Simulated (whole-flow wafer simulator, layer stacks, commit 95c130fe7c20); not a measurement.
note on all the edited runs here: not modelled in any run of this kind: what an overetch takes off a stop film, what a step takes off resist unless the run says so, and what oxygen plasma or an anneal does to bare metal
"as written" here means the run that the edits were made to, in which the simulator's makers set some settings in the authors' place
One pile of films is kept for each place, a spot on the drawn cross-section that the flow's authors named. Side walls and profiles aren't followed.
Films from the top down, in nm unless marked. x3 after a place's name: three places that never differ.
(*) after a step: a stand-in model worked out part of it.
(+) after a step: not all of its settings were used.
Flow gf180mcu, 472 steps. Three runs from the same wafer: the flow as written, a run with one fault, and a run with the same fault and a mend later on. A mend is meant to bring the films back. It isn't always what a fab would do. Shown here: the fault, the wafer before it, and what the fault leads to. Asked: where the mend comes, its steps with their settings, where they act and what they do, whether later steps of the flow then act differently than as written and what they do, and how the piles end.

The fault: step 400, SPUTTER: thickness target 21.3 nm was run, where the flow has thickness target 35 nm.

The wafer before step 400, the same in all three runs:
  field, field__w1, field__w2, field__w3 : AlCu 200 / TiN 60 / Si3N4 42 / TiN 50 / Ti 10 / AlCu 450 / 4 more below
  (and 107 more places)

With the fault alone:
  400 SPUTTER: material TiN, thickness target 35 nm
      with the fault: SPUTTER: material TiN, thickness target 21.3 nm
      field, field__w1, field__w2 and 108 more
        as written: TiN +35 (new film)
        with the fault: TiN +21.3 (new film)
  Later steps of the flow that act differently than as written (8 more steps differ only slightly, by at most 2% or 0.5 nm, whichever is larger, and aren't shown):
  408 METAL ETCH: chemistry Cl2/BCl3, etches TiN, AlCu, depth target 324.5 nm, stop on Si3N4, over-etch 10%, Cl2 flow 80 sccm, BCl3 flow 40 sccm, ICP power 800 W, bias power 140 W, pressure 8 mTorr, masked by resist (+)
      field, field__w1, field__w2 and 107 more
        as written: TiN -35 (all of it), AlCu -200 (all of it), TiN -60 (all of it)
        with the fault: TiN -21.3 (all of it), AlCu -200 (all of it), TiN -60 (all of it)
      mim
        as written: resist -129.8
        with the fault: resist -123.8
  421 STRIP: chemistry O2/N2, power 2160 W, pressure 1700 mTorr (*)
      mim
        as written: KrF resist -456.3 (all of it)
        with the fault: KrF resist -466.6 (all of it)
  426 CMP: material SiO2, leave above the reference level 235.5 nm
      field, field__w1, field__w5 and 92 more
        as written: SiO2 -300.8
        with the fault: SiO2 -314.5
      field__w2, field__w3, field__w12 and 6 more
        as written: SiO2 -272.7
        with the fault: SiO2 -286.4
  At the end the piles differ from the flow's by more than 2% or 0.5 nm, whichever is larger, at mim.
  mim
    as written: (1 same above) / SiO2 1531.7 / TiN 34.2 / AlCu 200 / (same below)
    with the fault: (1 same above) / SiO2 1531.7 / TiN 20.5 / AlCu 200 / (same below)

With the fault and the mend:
  The mend comes after step 407.
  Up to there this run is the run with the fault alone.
  407a STRIP: chemistry O2/N2, power 2160 W, pressure 1700 mTorr (*)
      mim
        resist -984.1 (all of it)
  407b SPUTTER: material TiN, thickness target 13.7 nm (the flow's step 400 once more, with other settings)
      field, field__w1, field__w2 and 108 more
        TiN +13.7
  407c HMDS: 120 C, 60 s (the flow's step 402 once more)
      changes no film at any place that is followed
  407d COAT: resist, thickness 1000 nm (the flow's step 403 once more)
      field, field__w1, field__w2 and 108 more
        resist +1000 (new film)
  407e SOFTBAKE: resist (the flow's step 404 once more)
      changes no film at any place that is followed
  407f EXPOSE: photomask FuseTop (the flow's step 405 once more)
      changes no film at any place that is followed
  407g PEB: resist, 70.3 s (the flow's step 406 once more)
      field, field__w1, field__w2 and 108 more
        resist -15.9
  407h DEVELOP: thickness 1000 nm, 60 s (the flow's step 407 once more)
      field, field__w1, field__w2 and 107 more
        resist -984.1 (all of it)
  No later step of the flow acts differently than as written at any place that is followed.
  At the end the piles are the same as the flow's at every place that both follow.
